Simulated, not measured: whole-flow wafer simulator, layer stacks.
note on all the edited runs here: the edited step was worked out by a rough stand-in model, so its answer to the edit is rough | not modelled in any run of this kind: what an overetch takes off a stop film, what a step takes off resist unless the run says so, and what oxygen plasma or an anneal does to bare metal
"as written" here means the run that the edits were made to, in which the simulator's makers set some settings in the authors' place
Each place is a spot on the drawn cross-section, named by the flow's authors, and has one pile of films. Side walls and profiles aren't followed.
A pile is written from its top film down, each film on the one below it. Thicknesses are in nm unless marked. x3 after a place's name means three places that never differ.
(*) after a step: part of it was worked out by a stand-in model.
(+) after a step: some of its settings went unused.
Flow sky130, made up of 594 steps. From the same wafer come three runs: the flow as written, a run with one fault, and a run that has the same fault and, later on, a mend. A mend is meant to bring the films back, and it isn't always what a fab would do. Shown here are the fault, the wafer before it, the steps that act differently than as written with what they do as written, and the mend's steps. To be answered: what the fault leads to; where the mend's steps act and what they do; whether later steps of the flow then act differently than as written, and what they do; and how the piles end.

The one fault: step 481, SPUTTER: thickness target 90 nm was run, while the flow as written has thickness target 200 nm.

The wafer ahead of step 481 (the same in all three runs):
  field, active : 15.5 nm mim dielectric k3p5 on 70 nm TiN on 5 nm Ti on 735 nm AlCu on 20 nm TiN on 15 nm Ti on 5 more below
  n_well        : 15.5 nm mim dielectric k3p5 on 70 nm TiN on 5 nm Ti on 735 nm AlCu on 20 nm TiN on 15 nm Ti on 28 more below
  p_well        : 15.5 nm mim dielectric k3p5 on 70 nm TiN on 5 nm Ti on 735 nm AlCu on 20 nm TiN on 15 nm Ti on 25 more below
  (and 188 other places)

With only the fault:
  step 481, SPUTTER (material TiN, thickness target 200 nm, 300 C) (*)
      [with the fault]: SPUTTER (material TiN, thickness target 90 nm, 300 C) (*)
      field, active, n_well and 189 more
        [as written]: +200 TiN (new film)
        [with the fault]: +90 TiN (new film)
  Later steps of the flow acting differently than as written (4 other steps are not shown; they differ only slightly, by no more than 2% or 0.5 nm, whichever is larger):
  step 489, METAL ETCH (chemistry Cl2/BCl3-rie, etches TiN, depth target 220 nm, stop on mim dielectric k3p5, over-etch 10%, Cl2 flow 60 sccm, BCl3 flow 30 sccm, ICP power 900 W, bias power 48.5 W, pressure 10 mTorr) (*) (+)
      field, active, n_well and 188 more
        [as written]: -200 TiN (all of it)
        [with the fault]: -90 TiN (all of it)
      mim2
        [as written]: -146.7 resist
        [with the fault]: -66 resist
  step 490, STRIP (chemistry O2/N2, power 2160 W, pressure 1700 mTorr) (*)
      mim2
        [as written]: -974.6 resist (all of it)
        [with the fault]: -1055.3 resist (all of it)
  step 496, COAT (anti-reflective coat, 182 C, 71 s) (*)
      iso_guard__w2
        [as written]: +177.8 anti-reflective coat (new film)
        [with the fault]: +110.6 anti-reflective coat (new film)
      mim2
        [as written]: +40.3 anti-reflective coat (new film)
        [with the fault]: +34.2 anti-reflective coat (new film)
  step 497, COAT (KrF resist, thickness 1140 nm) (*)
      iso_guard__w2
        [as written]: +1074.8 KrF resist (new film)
        [with the fault]: +1120.2 KrF resist (new film)
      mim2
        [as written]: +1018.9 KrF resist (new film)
        [with the fault]: +1108.4 KrF resist (new film)
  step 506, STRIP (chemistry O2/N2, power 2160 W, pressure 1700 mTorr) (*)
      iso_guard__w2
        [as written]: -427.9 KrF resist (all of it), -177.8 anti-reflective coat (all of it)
        [with the fault]: -473.2 KrF resist (all of it), -110.6 anti-reflective coat (all of it)
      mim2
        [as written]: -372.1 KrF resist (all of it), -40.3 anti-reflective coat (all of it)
        [with the fault]: -461.4 KrF resist (all of it), -34.2 anti-reflective coat (all of it)
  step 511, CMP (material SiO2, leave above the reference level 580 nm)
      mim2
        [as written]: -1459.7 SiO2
        [with the fault]: -1349.7 SiO2
  At mim2, the piles at the end differ from the flow's by more than 2% or 0.5 nm, whichever is larger.
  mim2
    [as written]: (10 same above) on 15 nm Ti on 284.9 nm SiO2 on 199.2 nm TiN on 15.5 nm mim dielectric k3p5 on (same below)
    [with the fault]: (10 same above) on 15 nm Ti on 394.9 nm SiO2 on 89.2 nm TiN on 15.5 nm mim dielectric k3p5 on (same below)

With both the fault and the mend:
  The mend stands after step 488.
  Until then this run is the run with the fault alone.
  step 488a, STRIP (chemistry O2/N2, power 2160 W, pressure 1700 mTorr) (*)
      mim2
        -1121.3 resist (all of it)
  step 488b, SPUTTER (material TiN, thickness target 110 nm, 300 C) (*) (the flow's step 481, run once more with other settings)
      field, active, n_well and 189 more
        +110 TiN
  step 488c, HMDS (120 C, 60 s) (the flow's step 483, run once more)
      does not change any film at any place that is followed
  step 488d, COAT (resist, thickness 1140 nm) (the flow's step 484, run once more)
      field, active, n_well and 187 more
        +1140 resist (new film)
      m1, via3_hole
        +1140.6 resist (new film)
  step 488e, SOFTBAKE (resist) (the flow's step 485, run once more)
      does not change any film at any place that is followed
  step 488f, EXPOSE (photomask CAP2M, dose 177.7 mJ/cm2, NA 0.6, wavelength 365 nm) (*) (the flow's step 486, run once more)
      does not change any film at any place that is followed
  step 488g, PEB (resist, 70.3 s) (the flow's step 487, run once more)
      field, active, n_well and 189 more
        -18.7 resist
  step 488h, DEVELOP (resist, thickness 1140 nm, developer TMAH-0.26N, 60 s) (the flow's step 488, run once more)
      field, active, n_well and 186 more
        -1121.3 resist (all of it)
      m1, via3_hole
        -1121.9 resist (all of it)
  None of the later steps of the flow acts differently than as written at any place that is followed.
  By the end, the piles equal the flow's at every place that both follow.
